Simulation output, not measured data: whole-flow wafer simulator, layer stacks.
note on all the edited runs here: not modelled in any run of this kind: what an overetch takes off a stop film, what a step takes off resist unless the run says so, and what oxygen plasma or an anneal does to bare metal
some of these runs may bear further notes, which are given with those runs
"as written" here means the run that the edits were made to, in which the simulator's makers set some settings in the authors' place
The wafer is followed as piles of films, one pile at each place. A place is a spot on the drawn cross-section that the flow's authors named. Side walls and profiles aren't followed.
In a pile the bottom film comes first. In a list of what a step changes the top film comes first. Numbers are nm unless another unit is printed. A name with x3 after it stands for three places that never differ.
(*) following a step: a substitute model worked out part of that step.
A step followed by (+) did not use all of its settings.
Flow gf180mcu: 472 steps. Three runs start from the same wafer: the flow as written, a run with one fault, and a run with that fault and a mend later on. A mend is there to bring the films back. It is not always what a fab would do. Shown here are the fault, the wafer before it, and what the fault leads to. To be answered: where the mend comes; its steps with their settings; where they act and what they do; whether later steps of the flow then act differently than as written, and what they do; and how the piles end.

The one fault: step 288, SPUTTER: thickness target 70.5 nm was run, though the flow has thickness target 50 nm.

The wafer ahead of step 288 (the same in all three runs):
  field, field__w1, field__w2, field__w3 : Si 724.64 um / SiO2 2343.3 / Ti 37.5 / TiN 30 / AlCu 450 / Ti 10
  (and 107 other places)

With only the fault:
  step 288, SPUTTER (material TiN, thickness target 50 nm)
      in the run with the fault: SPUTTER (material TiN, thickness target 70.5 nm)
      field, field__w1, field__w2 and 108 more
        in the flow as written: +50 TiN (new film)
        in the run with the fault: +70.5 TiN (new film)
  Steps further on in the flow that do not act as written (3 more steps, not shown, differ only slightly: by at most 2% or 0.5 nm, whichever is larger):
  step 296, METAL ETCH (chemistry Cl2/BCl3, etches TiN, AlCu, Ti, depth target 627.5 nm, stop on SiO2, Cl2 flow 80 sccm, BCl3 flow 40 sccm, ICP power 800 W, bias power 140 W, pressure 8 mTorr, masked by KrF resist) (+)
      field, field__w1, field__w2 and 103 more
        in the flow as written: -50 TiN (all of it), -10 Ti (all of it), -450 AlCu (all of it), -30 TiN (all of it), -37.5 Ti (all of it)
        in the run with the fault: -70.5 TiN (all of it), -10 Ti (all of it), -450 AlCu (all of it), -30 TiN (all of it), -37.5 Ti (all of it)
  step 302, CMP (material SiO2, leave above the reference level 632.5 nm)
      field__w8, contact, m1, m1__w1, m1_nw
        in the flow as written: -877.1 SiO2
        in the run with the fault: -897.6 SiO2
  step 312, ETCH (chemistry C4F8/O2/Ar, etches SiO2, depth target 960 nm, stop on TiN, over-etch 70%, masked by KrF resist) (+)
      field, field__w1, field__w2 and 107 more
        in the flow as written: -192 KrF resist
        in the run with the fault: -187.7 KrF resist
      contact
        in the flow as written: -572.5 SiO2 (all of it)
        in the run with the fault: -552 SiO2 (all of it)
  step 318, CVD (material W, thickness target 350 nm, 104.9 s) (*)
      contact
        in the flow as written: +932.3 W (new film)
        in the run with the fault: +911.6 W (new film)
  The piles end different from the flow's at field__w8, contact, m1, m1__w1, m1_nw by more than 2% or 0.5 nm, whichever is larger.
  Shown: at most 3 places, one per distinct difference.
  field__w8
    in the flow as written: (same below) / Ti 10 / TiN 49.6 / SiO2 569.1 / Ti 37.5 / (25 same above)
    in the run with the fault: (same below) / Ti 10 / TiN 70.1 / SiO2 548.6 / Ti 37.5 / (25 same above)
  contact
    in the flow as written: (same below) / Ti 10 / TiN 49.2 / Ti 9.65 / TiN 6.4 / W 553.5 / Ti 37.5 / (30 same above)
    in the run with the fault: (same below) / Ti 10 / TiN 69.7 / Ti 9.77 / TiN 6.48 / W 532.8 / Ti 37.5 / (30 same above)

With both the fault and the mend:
  After step 295 comes the mend.
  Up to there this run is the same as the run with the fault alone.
  step 295a, STRIP (chemistry O2/N2, power 2160 W, pressure 1700 mTorr) (*)
      field__w8, contact, m1, m1__w1, m1_nw
        -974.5 KrF resist (all of it)
  step 295b, METAL ETCH (chemistry Cl2/BCl3, etches TiN, AlCu, Ti, depth target 20.5 nm, Cl2 flow 80 sccm, BCl3 flow 40 sccm, ICP power 800 W, bias power 140 W, pressure 8 mTorr) (a further turn of the flow's step 260, with different settings)
      field, field__w1, field__w2 and 108 more
        -20.5 TiN
  step 295c, HMDS (120 C, 60 s) (a further turn of the flow's step 290)
      leaves every film unchanged at each place that is followed
  step 295d, COAT (KrF resist, thickness 1000 nm) (a further turn of the flow's step 291)
      field, field__w1, field__w2 and 108 more
        +1000 KrF resist (new film)
  step 295e, SOFTBAKE (KrF resist) (a further turn of the flow's step 292)
      leaves every film unchanged at each place that is followed
  step 295f, EXPOSE (photomask Metal2) (a further turn of the flow's step 293)
      leaves every film unchanged at each place that is followed
  step 295g, PEB (KrF resist, 135 C, 90 s) (a further turn of the flow's step 294)
      field, field__w1, field__w2 and 108 more
        -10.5 KrF resist
  step 295h, DEVELOP (thickness 1000 nm, 60 s) (a further turn of the flow's step 295)
      field, field__w1, field__w2 and 103 more
        -989.5 KrF resist (all of it)
      field__w8, contact, m1, m1__w1, m1_nw
        -14.9 KrF resist
  Every later step of the flow that is run acts as written at every place that is followed.
  The piles end the same as the flow's at every place that both follow.
